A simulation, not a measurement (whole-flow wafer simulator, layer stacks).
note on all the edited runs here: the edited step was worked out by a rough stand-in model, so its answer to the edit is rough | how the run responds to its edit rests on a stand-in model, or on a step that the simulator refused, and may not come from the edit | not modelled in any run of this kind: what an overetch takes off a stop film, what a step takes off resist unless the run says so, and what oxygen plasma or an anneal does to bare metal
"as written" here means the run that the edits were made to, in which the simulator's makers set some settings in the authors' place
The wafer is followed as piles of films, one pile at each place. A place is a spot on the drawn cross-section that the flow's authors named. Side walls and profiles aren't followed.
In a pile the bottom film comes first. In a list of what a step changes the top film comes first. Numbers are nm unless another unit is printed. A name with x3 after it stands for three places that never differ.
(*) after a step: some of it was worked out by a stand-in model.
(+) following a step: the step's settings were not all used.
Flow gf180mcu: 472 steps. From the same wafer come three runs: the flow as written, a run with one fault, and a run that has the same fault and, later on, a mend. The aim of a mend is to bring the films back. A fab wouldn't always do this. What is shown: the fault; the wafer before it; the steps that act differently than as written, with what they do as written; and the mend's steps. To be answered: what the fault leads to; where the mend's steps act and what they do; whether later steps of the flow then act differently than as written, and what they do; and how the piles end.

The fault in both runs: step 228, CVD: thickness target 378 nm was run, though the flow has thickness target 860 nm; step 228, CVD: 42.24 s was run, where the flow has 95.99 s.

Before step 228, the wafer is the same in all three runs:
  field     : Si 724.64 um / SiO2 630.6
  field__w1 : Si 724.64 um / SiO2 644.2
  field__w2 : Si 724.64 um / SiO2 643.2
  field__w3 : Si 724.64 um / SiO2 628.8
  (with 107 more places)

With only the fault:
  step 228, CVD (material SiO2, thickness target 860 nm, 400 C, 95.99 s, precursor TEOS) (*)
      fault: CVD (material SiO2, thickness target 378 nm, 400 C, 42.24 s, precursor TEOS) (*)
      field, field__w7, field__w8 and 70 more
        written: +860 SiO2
        fault: +388.5 SiO2
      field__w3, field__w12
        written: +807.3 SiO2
        fault: +368.3 SiO2
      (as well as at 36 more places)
  Steps later in the flow that act otherwise than as written:
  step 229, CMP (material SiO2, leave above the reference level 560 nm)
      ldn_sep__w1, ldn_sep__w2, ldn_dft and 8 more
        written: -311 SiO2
        fault: nothing
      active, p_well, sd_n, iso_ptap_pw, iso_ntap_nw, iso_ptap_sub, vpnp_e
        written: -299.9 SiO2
        fault: nothing
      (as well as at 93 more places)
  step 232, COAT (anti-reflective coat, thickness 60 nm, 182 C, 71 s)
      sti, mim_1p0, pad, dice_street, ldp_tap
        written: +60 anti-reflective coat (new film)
        fault: +64.3 anti-reflective coat (new film)
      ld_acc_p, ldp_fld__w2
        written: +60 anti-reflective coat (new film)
        fault: +44.7 anti-reflective coat (new film)
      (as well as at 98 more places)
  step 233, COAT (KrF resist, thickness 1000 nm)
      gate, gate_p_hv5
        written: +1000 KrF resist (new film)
        fault: +922.2 KrF resist (new film)
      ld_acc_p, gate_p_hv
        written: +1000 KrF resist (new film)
        fault: +924.7 KrF resist (new film)
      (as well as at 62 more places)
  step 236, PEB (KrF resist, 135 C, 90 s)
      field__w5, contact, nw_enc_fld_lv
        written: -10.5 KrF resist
        fault: -11.4 KrF resist
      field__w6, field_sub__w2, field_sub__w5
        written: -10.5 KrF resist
        fault: -11.5 KrF resist
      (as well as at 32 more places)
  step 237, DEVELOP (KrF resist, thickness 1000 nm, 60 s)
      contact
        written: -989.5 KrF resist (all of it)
        fault: -1039.4 KrF resist (all of it)
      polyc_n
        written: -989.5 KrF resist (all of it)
        fault: -900.5 KrF resist (all of it)
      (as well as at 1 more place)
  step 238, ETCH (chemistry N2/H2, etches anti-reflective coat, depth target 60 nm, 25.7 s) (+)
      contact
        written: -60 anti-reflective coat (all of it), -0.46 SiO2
        fault: -49.5 anti-reflective coat (all of it), -0.73 SiO2
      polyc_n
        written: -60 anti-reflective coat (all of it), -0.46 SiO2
        fault: -26 anti-reflective coat (all of it), -1.33 SiO2
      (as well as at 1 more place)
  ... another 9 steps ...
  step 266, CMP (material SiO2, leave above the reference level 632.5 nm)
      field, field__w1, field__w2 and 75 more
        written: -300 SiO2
        fault: -287.7 SiO2
  By the end, the piles at field, field__w1, field__w2 and 81 more depart from the flow's by more than 2% or 0.5 nm, whichever is larger.
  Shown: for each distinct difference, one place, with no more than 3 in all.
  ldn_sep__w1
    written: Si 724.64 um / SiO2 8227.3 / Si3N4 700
    fault: Si 724.64 um / SiO2 1039.8 / Ti 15 / TiN 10 / W 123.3 / SiO2 7042.5 / Si3N4 700
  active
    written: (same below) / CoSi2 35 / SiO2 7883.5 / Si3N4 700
    fault: (same below) / CoSi2 35 / SiO2 685 / Ti 15 / TiN 10 / W 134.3 / SiO2 7042.5 / Si3N4 700
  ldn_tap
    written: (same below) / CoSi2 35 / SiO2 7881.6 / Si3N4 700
    fault: (same below) / CoSi2 35 / SiO2 685 / Ti 15 / TiN 10 / W 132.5 / SiO2 7042.5 / Si3N4 700

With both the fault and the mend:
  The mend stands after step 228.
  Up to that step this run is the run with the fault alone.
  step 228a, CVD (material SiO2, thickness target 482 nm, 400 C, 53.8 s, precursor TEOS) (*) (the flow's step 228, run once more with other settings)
      field, field__w7, field__w8 and 72 more
        +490 SiO2
      field_sub, field_sub__w2, sd_p
        +476.5 SiO2
      field_sub__w1, field_sub__w4, field_sub__w5
        +477.1 SiO2
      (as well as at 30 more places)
  Steps later in the flow that act otherwise than as written:
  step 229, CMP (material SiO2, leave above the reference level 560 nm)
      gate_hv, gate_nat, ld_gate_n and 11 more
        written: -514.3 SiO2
        mend: -532.8 SiO2
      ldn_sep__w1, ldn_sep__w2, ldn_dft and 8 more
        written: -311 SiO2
        mend: -329.5 SiO2
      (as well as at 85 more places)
  At every place that both follow, the piles at the end match the flow's.
